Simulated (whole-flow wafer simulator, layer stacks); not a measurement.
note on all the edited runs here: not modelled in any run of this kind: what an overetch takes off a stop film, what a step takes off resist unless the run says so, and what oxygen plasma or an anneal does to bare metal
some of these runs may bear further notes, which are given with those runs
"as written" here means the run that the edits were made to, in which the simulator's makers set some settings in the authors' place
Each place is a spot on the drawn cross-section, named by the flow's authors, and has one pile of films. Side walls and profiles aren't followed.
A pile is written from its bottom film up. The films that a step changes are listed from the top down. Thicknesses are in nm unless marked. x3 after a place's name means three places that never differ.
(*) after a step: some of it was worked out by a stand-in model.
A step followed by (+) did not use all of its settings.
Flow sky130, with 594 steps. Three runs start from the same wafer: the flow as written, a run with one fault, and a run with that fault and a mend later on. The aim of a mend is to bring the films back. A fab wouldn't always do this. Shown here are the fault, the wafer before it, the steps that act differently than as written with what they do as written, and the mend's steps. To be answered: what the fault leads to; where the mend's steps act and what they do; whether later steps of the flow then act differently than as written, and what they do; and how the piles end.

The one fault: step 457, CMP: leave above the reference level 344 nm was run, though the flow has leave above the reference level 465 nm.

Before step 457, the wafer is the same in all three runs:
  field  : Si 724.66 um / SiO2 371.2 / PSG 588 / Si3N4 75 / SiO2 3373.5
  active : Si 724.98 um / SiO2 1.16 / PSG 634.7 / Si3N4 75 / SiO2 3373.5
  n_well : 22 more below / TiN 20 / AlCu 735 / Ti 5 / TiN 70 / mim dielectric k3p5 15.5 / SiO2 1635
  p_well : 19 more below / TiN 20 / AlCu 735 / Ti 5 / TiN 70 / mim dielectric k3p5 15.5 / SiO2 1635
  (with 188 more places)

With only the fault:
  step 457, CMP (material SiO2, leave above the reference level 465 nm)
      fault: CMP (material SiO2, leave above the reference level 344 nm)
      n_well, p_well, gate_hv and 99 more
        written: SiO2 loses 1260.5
        fault: SiO2 loses 1381.5
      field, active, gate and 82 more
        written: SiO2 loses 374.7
        fault: SiO2 loses 495.7
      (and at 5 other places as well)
  Steps further on in the flow that do not act as written (2 more steps, not shown, differ only slightly: by at most 2% or 0.5 nm, whichever is larger):
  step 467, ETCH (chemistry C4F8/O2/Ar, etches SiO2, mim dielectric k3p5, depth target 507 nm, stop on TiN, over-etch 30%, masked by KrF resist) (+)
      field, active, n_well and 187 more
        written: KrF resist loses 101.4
        fault: KrF resist loses 69.9
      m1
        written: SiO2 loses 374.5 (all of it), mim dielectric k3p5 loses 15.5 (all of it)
        fault: SiO2 loses 253.5 (all of it), mim dielectric k3p5 loses 15.5 (all of it)
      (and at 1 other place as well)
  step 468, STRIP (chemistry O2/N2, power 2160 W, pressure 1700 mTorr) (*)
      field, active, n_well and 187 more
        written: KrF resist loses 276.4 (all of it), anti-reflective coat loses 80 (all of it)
        fault: KrF resist loses 307.9 (all of it), anti-reflective coat loses 80 (all of it)
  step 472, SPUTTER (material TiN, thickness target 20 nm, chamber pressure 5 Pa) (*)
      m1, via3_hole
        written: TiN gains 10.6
        fault: TiN gains 12.3
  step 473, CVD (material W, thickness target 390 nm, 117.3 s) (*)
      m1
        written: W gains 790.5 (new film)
        fault: W gains 667.7 (new film)
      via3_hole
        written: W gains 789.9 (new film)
        fault: W gains 667.1 (new film)
  The piles end different from the flow's at field, active, n_well and 190 more by more than 2% or 0.5 nm, whichever is larger.
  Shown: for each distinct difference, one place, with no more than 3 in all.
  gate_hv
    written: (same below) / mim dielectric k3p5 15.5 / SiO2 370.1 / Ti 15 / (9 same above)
    fault: (same below) / mim dielectric k3p5 15.5 / SiO2 249.1 / Ti 15 / (9 same above)
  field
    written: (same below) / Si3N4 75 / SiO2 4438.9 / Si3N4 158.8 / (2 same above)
    fault: (same below) / Si3N4 75 / SiO2 4317.9 / Si3N4 158.8 / (2 same above)
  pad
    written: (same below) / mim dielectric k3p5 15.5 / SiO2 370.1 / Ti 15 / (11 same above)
    fault: (same below) / mim dielectric k3p5 15.5 / SiO2 249.1 / Ti 15 / (11 same above)

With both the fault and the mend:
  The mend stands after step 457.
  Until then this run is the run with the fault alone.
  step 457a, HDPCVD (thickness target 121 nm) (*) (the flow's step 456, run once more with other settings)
      field, active, n_well and 189 more
        SiO2 gains 121
  Later steps of the flow that are run all act as written at every place that is followed, up to a difference of at most 2% or 0.5 nm, whichever is larger.
  At every place that both follow, the piles at the end match the flow's.
